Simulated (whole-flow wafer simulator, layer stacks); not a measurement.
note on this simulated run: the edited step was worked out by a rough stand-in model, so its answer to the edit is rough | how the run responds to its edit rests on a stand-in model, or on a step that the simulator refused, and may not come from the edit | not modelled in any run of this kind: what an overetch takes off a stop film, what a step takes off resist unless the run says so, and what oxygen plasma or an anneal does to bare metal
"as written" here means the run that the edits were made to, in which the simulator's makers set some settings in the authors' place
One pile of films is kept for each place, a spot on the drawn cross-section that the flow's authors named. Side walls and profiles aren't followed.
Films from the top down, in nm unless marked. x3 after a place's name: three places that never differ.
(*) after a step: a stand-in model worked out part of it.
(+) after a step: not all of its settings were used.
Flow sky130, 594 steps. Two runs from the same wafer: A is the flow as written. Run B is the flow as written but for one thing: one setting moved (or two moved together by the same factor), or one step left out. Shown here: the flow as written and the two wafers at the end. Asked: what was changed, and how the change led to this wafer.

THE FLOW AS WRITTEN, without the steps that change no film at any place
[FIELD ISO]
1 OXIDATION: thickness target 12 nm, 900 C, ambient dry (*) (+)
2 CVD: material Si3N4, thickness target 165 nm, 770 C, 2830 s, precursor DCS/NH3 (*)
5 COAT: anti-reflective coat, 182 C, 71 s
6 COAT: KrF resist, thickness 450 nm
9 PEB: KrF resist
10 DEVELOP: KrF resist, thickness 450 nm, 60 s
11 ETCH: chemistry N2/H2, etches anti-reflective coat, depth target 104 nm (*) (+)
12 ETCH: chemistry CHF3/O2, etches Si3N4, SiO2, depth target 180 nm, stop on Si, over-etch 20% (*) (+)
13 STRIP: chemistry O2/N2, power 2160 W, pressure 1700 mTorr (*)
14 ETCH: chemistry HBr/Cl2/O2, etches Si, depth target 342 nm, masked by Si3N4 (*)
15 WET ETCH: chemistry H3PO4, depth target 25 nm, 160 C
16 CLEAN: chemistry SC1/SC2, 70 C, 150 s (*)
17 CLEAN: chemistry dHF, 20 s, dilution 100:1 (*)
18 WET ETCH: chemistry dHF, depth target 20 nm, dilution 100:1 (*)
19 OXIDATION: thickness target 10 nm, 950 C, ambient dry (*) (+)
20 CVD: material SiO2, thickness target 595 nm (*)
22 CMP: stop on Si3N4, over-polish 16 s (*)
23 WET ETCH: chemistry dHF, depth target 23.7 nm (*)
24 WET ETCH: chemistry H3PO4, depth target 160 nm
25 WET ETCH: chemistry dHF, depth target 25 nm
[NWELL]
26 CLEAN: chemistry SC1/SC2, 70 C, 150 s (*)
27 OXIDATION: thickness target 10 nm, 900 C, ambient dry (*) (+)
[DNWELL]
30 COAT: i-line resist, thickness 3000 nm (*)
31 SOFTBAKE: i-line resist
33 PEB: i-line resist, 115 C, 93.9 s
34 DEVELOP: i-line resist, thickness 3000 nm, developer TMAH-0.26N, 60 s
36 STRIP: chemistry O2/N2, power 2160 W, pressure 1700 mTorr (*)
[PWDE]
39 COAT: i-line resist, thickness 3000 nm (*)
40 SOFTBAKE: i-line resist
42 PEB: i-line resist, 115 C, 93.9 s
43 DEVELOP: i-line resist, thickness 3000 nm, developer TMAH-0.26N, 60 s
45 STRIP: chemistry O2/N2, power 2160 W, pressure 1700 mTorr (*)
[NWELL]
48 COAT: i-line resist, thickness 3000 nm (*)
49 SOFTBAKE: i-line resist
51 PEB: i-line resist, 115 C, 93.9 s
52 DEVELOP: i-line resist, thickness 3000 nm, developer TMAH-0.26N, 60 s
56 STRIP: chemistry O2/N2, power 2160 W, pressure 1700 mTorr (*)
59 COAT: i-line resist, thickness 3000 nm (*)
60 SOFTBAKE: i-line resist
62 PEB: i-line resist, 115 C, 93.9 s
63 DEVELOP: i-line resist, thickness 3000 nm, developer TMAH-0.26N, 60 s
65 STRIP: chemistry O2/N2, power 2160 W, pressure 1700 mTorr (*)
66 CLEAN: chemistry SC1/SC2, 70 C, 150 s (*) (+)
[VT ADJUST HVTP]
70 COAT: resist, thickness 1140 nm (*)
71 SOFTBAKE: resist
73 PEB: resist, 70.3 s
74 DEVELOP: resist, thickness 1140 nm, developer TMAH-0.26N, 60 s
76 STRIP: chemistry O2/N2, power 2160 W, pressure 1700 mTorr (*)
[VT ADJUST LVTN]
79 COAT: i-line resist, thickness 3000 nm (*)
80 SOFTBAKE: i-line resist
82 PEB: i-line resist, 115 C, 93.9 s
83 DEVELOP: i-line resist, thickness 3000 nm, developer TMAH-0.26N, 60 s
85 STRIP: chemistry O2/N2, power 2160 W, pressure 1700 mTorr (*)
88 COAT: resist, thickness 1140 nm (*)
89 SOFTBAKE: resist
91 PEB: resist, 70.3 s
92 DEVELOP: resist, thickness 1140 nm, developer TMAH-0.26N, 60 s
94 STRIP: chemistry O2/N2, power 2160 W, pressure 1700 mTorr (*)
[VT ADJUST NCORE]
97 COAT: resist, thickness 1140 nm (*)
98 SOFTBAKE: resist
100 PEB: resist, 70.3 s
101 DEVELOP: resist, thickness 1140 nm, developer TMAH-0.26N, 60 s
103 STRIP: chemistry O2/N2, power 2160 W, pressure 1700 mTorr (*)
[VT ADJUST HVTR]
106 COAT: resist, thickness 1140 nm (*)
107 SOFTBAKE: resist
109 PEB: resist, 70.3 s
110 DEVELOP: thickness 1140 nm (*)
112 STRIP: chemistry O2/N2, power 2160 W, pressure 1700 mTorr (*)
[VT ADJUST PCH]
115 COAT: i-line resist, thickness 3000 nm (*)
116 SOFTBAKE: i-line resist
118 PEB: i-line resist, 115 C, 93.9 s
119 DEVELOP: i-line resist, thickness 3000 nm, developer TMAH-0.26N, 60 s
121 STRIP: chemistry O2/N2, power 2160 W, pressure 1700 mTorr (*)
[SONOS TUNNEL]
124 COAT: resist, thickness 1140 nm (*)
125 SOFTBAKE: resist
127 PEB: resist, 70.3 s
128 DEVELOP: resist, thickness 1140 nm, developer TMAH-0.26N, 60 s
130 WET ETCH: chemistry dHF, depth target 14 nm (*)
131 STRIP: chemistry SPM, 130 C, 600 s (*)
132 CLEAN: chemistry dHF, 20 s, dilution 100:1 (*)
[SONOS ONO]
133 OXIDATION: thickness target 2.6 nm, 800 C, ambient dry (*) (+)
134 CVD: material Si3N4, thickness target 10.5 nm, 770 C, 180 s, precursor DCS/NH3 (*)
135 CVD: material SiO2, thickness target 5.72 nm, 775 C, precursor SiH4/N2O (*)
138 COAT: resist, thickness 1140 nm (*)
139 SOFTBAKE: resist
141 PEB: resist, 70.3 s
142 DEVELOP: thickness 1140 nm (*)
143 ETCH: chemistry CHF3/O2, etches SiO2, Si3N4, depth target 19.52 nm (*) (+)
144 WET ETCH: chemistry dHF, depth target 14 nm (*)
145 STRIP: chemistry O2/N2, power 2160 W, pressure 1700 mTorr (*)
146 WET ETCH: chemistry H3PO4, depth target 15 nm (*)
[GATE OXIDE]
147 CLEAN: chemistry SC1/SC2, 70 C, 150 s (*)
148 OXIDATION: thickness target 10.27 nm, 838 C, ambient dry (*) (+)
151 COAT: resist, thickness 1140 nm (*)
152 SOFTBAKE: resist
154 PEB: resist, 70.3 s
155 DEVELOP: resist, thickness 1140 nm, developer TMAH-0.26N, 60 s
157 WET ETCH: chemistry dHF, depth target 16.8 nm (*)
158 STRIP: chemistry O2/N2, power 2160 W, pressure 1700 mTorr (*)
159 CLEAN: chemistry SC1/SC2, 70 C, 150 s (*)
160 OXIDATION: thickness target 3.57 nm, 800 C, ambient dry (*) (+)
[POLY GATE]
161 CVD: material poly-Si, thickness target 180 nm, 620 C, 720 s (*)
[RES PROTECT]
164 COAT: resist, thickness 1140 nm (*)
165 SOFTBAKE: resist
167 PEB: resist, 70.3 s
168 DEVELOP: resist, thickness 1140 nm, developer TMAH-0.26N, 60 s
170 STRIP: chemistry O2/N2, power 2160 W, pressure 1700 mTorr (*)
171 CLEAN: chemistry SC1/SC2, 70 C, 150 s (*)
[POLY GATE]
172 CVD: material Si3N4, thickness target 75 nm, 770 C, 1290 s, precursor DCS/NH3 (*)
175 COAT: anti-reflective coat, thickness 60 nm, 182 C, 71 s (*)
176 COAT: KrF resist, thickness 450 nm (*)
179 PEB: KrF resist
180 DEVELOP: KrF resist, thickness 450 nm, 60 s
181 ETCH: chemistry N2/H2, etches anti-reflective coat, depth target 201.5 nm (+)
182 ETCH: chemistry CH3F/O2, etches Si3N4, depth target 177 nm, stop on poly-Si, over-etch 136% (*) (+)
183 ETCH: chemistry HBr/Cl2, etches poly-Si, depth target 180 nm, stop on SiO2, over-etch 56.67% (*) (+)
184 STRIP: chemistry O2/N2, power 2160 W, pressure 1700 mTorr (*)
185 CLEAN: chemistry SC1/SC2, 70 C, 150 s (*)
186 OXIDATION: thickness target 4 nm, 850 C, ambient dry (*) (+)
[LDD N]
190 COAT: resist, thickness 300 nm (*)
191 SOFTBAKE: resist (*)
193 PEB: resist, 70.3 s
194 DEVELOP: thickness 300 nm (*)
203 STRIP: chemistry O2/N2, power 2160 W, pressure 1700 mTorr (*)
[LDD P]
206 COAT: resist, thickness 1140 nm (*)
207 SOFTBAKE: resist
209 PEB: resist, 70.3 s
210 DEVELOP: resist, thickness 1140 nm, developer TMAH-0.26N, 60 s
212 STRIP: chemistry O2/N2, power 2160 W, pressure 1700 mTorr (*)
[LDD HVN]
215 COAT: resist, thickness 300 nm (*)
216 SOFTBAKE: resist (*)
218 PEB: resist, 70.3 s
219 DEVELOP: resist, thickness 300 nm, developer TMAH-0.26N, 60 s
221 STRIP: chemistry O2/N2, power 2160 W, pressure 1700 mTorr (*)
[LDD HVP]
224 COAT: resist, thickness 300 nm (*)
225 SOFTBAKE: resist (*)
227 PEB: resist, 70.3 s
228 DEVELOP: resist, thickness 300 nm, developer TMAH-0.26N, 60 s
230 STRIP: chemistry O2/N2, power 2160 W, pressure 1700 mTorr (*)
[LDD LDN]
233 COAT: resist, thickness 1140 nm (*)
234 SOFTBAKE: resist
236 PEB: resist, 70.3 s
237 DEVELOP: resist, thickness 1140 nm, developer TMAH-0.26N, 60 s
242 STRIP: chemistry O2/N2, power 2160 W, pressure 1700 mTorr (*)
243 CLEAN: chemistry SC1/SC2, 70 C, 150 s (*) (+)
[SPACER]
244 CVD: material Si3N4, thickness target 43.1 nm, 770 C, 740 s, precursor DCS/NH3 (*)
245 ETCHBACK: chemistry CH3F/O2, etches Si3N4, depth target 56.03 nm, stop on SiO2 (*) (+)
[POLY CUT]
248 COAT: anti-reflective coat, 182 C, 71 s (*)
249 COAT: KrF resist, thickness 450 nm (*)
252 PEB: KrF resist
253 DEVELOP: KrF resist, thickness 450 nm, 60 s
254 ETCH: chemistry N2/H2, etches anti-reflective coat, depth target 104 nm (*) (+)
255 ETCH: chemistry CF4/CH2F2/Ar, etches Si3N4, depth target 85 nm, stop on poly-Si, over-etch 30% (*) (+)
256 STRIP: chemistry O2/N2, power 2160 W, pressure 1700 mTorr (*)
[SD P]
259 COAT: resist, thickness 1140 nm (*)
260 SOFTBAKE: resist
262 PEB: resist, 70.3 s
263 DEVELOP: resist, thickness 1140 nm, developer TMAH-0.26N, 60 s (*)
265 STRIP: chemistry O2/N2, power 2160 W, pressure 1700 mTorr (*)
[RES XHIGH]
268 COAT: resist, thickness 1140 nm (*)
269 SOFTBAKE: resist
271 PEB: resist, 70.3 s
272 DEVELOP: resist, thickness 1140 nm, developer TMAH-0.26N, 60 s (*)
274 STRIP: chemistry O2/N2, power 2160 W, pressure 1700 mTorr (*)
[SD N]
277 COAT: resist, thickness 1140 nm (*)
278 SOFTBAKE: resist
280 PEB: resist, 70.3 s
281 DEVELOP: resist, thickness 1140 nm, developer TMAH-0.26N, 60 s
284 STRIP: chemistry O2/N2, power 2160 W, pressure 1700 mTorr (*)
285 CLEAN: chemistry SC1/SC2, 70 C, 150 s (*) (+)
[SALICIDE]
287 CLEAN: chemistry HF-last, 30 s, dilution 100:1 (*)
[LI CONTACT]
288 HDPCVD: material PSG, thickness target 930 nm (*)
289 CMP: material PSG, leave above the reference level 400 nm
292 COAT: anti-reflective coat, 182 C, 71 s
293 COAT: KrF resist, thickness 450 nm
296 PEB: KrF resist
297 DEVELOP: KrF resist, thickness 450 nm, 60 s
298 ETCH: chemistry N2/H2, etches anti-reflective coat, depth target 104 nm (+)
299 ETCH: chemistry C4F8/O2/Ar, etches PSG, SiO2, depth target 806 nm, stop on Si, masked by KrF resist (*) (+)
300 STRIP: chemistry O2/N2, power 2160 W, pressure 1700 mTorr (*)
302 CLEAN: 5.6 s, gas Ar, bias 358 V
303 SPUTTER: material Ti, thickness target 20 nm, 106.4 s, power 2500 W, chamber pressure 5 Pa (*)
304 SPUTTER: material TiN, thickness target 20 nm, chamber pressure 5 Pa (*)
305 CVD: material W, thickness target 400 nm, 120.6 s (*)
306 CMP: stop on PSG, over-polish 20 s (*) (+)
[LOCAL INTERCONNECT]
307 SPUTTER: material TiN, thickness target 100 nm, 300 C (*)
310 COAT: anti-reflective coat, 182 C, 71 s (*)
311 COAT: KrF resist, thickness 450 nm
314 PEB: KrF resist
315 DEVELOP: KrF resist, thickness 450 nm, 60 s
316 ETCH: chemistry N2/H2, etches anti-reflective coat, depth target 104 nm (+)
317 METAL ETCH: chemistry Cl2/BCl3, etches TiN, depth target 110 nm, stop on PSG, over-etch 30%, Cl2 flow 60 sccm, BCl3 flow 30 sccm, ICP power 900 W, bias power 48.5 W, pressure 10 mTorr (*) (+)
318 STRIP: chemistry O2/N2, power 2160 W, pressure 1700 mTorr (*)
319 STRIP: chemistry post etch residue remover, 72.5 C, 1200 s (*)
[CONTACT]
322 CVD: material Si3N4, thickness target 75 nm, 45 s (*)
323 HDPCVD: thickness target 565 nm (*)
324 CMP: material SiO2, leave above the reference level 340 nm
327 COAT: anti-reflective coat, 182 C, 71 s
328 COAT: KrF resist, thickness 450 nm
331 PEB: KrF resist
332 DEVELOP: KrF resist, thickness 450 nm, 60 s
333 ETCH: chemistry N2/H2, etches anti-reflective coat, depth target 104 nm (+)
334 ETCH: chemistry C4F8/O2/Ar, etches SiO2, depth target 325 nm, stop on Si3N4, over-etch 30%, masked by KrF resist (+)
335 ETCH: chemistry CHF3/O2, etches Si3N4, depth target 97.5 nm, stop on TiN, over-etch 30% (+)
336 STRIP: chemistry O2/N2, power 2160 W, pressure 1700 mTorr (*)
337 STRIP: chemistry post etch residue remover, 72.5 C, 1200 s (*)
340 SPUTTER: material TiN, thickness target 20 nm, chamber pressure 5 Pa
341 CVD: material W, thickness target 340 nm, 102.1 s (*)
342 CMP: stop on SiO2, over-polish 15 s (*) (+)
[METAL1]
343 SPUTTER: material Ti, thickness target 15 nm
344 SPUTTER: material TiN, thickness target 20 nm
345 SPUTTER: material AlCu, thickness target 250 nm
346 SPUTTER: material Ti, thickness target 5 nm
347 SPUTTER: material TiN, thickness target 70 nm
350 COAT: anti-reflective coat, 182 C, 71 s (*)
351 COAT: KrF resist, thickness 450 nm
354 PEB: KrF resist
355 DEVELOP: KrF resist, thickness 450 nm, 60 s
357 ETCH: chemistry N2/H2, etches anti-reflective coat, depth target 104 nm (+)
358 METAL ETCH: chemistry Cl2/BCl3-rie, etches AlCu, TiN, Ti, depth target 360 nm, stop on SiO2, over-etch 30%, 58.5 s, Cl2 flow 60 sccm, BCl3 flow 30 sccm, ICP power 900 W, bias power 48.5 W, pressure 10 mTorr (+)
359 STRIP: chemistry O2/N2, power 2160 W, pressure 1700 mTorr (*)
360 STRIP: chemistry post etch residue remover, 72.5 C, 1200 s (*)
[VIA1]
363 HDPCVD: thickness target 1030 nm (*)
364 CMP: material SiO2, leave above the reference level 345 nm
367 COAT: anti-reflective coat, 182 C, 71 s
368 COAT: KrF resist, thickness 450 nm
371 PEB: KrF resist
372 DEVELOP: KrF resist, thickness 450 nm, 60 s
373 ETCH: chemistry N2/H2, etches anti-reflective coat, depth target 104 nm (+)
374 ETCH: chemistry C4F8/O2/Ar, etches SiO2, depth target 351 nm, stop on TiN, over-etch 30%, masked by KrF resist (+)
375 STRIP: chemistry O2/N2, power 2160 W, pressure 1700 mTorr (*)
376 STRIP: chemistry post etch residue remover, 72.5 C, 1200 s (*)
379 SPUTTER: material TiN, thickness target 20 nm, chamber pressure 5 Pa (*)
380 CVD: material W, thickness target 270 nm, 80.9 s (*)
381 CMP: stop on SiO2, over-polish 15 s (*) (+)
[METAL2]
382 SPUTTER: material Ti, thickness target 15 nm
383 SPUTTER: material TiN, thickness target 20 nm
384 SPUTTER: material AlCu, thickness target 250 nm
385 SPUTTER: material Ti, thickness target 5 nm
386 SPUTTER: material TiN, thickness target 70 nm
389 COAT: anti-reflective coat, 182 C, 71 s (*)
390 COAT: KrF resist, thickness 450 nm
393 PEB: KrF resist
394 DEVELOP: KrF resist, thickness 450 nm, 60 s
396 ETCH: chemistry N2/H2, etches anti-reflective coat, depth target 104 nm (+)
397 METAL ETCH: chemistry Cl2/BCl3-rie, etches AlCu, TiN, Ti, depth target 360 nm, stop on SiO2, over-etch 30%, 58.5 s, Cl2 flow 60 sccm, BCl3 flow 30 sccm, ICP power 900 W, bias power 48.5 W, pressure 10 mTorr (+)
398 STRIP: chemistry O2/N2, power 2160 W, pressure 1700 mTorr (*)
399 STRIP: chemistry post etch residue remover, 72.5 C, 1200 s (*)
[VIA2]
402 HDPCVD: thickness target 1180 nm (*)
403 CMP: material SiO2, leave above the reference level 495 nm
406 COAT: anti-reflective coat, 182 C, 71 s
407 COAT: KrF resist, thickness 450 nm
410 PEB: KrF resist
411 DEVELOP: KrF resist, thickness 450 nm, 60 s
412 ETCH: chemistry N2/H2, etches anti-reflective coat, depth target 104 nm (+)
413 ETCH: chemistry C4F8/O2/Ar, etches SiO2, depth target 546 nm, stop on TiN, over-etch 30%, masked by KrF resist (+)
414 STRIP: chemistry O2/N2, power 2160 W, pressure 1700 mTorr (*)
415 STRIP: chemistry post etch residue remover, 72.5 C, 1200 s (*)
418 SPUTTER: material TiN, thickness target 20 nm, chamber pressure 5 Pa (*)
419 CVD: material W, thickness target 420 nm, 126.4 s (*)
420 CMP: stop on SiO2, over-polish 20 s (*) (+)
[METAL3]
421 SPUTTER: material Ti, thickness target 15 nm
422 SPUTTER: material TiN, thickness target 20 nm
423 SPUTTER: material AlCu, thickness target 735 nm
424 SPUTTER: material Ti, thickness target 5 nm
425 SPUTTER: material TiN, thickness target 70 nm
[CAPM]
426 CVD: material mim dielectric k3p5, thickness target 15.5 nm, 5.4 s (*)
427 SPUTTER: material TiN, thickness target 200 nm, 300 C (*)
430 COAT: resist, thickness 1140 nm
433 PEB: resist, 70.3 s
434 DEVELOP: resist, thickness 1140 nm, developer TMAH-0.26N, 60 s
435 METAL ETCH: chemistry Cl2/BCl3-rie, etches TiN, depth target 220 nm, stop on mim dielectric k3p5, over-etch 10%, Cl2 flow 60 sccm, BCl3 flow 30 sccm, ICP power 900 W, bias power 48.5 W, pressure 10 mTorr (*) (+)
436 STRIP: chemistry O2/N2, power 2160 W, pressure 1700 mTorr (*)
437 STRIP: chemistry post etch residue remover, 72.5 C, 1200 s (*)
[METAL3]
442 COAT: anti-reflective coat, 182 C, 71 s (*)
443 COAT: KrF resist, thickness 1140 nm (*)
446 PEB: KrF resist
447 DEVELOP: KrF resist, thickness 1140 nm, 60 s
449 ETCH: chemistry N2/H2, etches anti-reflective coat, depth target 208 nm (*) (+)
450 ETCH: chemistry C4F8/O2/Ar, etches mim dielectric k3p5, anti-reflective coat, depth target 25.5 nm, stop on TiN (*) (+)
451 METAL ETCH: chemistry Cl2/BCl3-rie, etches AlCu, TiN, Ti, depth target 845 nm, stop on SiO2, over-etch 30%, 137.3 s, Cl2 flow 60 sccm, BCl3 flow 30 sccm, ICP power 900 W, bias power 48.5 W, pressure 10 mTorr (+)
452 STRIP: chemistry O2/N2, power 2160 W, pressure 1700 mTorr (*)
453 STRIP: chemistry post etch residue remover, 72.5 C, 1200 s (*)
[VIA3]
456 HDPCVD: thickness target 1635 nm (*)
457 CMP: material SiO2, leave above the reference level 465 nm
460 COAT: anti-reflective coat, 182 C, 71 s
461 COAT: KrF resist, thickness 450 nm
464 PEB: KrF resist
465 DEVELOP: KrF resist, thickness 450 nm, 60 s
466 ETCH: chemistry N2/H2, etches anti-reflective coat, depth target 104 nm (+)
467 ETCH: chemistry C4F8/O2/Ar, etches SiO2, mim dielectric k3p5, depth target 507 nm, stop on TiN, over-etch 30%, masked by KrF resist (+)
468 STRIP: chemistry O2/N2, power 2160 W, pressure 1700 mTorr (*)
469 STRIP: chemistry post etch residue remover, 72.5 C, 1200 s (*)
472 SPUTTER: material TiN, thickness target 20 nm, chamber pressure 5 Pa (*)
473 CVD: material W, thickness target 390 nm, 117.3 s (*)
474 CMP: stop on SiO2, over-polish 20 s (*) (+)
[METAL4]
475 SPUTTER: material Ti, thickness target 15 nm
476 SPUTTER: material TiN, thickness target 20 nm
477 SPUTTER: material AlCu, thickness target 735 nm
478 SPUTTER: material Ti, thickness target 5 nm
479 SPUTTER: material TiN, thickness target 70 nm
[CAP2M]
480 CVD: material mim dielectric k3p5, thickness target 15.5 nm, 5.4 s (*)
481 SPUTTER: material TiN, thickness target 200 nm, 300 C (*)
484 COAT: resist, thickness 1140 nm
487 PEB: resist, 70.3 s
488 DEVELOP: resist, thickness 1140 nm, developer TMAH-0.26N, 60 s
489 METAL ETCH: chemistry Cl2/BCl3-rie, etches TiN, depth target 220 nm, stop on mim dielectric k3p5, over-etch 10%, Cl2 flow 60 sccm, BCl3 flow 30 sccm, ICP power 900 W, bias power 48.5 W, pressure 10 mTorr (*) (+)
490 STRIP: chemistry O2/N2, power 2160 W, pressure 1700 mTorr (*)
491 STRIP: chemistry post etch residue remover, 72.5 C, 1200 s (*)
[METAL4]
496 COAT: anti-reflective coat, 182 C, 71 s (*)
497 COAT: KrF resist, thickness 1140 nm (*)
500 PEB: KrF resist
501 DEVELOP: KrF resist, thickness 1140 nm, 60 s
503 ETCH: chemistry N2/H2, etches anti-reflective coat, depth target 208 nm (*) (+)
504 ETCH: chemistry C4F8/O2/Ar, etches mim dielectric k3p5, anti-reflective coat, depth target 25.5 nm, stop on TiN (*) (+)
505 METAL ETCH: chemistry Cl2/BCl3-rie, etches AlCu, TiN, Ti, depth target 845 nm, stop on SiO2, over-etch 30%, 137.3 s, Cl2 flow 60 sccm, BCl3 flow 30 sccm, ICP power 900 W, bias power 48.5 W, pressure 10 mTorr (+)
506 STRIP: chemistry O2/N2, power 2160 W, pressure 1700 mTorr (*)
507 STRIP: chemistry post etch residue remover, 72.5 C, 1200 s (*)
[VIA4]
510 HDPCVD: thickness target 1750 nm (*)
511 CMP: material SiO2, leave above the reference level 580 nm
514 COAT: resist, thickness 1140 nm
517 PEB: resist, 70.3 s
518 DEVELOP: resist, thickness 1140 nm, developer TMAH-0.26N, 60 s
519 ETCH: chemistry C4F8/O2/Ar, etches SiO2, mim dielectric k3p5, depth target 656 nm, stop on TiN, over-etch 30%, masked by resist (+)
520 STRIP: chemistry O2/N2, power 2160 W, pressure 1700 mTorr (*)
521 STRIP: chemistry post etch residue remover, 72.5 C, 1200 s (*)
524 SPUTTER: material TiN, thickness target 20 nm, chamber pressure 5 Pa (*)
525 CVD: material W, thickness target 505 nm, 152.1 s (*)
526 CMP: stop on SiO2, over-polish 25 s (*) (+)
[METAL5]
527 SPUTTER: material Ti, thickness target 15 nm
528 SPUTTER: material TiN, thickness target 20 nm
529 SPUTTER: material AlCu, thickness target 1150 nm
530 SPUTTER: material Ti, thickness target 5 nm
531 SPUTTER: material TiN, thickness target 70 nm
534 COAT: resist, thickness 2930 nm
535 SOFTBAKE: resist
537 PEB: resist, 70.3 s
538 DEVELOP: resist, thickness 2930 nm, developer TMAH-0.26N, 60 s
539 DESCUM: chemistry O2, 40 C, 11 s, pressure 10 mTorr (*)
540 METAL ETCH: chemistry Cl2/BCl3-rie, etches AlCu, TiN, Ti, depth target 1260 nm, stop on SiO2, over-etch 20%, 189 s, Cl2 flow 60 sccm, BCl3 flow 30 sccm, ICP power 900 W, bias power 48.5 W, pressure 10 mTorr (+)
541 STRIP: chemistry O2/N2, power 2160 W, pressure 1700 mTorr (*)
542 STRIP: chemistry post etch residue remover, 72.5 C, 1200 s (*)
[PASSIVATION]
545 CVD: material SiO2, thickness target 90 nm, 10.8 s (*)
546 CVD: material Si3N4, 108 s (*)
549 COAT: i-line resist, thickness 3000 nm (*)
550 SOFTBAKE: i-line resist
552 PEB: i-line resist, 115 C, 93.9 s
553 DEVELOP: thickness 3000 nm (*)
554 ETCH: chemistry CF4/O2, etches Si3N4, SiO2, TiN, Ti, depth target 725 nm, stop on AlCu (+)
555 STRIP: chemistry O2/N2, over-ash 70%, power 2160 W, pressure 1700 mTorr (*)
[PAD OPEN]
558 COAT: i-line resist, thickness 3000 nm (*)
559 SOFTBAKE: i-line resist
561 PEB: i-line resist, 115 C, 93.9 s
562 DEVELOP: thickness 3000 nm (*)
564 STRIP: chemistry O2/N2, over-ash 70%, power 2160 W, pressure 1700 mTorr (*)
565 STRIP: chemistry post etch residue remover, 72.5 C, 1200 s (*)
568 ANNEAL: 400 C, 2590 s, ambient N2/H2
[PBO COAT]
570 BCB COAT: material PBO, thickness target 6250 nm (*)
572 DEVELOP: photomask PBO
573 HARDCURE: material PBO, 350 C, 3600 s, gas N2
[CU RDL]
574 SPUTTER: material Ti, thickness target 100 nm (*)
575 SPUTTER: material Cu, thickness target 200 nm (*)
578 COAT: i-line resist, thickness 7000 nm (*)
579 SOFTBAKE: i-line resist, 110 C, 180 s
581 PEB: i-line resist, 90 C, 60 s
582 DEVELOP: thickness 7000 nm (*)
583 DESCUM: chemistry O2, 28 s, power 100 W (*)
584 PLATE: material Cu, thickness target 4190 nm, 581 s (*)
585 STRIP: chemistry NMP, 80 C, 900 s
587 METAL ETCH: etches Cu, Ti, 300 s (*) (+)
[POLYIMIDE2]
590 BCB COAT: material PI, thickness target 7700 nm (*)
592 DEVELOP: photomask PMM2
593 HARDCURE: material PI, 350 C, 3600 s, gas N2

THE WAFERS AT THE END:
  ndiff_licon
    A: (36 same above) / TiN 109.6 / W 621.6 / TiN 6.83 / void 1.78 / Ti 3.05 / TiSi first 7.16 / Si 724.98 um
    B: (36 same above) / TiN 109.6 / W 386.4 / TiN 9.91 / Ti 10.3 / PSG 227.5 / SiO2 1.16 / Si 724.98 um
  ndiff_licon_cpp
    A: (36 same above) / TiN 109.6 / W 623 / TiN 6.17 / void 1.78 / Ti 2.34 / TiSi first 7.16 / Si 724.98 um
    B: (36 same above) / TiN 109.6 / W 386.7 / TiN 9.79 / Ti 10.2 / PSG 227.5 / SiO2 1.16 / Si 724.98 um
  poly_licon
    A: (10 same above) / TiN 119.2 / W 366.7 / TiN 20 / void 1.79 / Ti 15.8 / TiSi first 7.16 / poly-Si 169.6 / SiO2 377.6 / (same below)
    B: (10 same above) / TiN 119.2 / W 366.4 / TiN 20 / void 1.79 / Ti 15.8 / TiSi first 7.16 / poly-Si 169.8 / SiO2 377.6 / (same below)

The cause: step 299, ETCH: depth target 411 nm was run, where the flow has depth target 806 nm.

How the change led to this, step by step:
  299 ETCH: chemistry C4F8/O2/Ar, etches PSG, SiO2, depth target 806 nm, stop on Si, masked by KrF resist (*) (+)
      contact, ndiff_licon, ndiff_licon_cpp: A PSG -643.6 (all of it), SiO2 -1.16 (all of it) | B PSG -411
      poly_licon, rpo_hd_licon: A PSG -411.7 (all of it) | B PSG -411
      (and at 187 more places)
  300 STRIP: chemistry O2/N2, power 2160 W, pressure 1700 mTorr (*)
      contact, ndiff_licon, ndiff_licon_cpp: A chemical SiO2 +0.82 (new film), Si -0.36 | B nothing
      poly_licon, rpo_hd_licon: A chemical SiO2 +0.82 (new film), poly-Si -0.36 | B nothing
      (and at 187 more places)
  302 CLEAN: 5.6 s, gas Ar, bias 358 V
      contact, ndiff_licon, ndiff_licon_cpp: A chemical SiO2 -0.82 (all of it) | B PSG -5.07
      poly_licon, rpo_hd_licon: A chemical SiO2 -0.82 (all of it), poly-Si -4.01 | B PSG -0.69 (all of it), poly-Si -4.14
  303 SPUTTER: material Ti, thickness target 20 nm, 106.4 s, power 2500 W, chamber pressure 5 Pa (*)
      ndiff_licon: A Ti +7.24 (new film) | B Ti +10.3 (new film)
      ndiff_licon_cpp: A Ti +6.53 (new film) | B Ti +10.2 (new film)
  304 SPUTTER: material TiN, thickness target 20 nm, chamber pressure 5 Pa (*)
      ndiff_licon: A TiN +6.83 (new film) | B TiN +9.91 (new film)
      ndiff_licon_cpp: A TiN +6.17 (new film) | B TiN +9.79 (new film)
  305 CVD: material W, thickness target 400 nm, 120.6 s (*)
      ndiff_licon: A W +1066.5 (new film) | B W +831.4 (new film)
      ndiff_licon_cpp: A W +1067.9 (new film) | B W +831.6 (new film)
  568 ANNEAL: 400 C, 2590 s, ambient N2/H2
      ndiff_licon, ndiff_licon_cpp: A under 37 films: void +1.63 (new film), Ti -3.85, TiSi first +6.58 (new film), Si -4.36 | B nothing
Counting metal films that touch as one body, ndiff_licon has 5 bodies (between them, from the top down: SiO2 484 / mim dielectric k3p5 15.5; SiO2 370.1 / mim dielectric k3p5 15.5; SiO2 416; SiO2 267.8); the flow as written gives 6 bodies (between them, from the top down: SiO2 484 / mim dielectric k3p5 15.5; SiO2 370.1 / mim dielectric k3p5 15.5; SiO2 416; SiO2 267.8; void 1.78).
Counting metal films that touch as one body, ndiff_licon_cpp has 5 bodies (between them, from the top down: SiO2 484 / mim dielectric k3p5 15.5; SiO2 370.1 / mim dielectric k3p5 15.5; SiO2 416; SiO2 267.8); the flow as written gives 6 bodies (between them, from the top down: SiO2 484 / mim dielectric k3p5 15.5; SiO2 370.1 / mim dielectric k3p5 15.5; SiO2 416; SiO2 267.8; void 1.78).
